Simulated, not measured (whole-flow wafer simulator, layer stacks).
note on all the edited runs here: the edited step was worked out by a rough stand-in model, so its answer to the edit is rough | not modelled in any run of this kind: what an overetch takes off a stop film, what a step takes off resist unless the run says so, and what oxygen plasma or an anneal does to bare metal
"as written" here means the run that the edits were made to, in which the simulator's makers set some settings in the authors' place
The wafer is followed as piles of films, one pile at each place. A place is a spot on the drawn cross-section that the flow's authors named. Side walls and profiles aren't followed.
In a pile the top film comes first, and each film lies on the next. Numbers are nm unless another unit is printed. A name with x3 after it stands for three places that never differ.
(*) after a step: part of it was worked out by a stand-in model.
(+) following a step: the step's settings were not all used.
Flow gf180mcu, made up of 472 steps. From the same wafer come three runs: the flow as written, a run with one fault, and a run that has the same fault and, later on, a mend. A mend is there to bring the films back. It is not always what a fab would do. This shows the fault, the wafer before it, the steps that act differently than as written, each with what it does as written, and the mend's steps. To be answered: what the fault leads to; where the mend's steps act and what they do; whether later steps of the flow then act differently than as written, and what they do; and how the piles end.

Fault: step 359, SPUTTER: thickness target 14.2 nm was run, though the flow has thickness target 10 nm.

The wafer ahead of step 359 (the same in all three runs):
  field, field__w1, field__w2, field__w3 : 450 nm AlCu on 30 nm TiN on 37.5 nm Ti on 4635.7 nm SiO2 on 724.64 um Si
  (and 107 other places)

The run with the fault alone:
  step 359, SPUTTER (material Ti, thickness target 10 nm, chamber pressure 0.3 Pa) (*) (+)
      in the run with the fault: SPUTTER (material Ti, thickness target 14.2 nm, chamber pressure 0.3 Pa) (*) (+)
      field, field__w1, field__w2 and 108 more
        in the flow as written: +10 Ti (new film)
        in the run with the fault: +14.2 Ti (new film)
  Steps further on in the flow that do not act as written (not shown: 5 more steps that differ only slightly, by at most 2% or 0.5 nm, whichever is larger):
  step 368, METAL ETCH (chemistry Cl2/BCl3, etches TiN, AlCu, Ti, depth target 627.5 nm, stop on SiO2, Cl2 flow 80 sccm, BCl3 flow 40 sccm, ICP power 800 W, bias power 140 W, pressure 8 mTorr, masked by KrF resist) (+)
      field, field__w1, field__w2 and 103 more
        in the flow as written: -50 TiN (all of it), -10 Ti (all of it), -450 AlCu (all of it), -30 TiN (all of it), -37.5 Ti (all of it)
        in the run with the fault: -50 TiN (all of it), -14.2 Ti (all of it), -450 AlCu (all of it), -30 TiN (all of it), -37.5 Ti (all of it)
  At field__w8, contact, m1, m1__w1, m1_nw, the piles at the end differ from the flow's by more than 2% or 0.5 nm, whichever is larger.
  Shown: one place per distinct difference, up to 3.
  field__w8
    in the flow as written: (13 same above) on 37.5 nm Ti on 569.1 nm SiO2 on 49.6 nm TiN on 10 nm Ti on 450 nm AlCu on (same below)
    in the run with the fault: (13 same above) on 37.5 nm Ti on 564.9 nm SiO2 on 49.6 nm TiN on 14.2 nm Ti on 450 nm AlCu on (same below)
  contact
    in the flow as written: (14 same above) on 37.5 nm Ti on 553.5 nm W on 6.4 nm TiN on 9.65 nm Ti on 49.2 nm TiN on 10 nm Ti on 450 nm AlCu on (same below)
    in the run with the fault: (14 same above) on 37.5 nm Ti on 549.3 nm W on 6.42 nm TiN on 9.68 nm Ti on 49.2 nm TiN on 14.2 nm Ti on 450 nm AlCu on (same below)

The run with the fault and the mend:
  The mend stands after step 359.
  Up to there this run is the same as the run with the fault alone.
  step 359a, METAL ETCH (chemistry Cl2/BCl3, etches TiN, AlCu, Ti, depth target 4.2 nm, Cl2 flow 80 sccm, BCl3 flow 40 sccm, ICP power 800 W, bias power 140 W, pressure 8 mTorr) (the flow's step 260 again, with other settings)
      field, field__w1, field__w2 and 108 more
        -4.2 Ti
  Every later step of the flow that is run acts as written at every place that is followed.
  By the end, the piles equal the flow's at every place that both follow.
